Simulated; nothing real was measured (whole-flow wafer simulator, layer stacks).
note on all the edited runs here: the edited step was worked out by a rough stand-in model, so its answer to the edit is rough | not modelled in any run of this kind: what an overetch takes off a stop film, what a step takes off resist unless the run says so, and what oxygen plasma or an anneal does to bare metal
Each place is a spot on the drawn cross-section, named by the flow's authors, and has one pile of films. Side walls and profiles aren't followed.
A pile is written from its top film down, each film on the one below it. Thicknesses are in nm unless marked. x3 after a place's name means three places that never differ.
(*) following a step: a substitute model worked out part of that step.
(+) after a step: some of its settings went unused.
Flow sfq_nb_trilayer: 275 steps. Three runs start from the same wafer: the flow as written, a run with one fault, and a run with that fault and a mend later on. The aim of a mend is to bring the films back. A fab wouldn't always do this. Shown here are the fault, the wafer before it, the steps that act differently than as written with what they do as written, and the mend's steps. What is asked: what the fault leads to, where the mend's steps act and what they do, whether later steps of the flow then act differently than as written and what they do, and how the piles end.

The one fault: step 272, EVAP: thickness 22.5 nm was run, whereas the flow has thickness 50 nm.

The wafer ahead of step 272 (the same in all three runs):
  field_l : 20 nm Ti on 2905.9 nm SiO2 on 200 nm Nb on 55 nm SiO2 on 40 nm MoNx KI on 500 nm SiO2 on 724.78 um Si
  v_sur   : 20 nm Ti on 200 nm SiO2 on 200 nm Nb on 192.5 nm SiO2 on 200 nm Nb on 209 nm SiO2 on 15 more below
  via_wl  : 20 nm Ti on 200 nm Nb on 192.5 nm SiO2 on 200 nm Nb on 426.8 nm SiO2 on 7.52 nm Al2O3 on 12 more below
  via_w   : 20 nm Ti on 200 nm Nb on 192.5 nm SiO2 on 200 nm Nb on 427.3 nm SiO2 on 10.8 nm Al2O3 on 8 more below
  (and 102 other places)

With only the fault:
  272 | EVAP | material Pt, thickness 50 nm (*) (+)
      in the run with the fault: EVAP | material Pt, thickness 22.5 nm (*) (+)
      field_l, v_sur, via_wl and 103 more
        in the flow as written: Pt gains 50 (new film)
        in the run with the fault: Pt gains 22.5 (new film)
  Later steps of the flow acting differently than as written:
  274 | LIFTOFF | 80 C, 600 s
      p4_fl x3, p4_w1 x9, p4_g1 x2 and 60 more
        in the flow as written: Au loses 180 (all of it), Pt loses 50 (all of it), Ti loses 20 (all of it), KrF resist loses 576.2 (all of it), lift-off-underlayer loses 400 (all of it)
        in the run with the fault: Au loses 180 (all of it), Pt loses 22.5 (all of it), Ti loses 20 (all of it), KrF resist loses 576.2 (all of it), lift-off-underlayer loses 400 (all of it)
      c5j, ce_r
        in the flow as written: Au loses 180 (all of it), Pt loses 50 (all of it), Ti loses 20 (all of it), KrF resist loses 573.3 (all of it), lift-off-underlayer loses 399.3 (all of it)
        in the run with the fault: Au loses 180 (all of it), Pt loses 22.5 (all of it), Ti loses 20 (all of it), KrF resist loses 573.3 (all of it), lift-off-underlayer loses 399.3 (all of it)
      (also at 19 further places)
  At field_l, v_sur, via_wl and 8 more, the piles at the end differ from the flow's by more than 2% or 0.5 nm, whichever is larger.
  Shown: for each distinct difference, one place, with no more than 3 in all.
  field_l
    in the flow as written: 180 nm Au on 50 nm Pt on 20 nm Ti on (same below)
    in the run with the fault: 180 nm Au on 22.5 nm Pt on 20 nm Ti on (same below)

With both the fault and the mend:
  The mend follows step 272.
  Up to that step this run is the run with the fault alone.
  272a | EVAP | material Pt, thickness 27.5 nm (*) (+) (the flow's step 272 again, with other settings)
      field_l, v_sur, via_wl and 103 more
        Pt gains 27.5
  Later steps of the flow that are run all act as written at every place that is followed.
  The piles end the same as the flow's at every place that both follow.
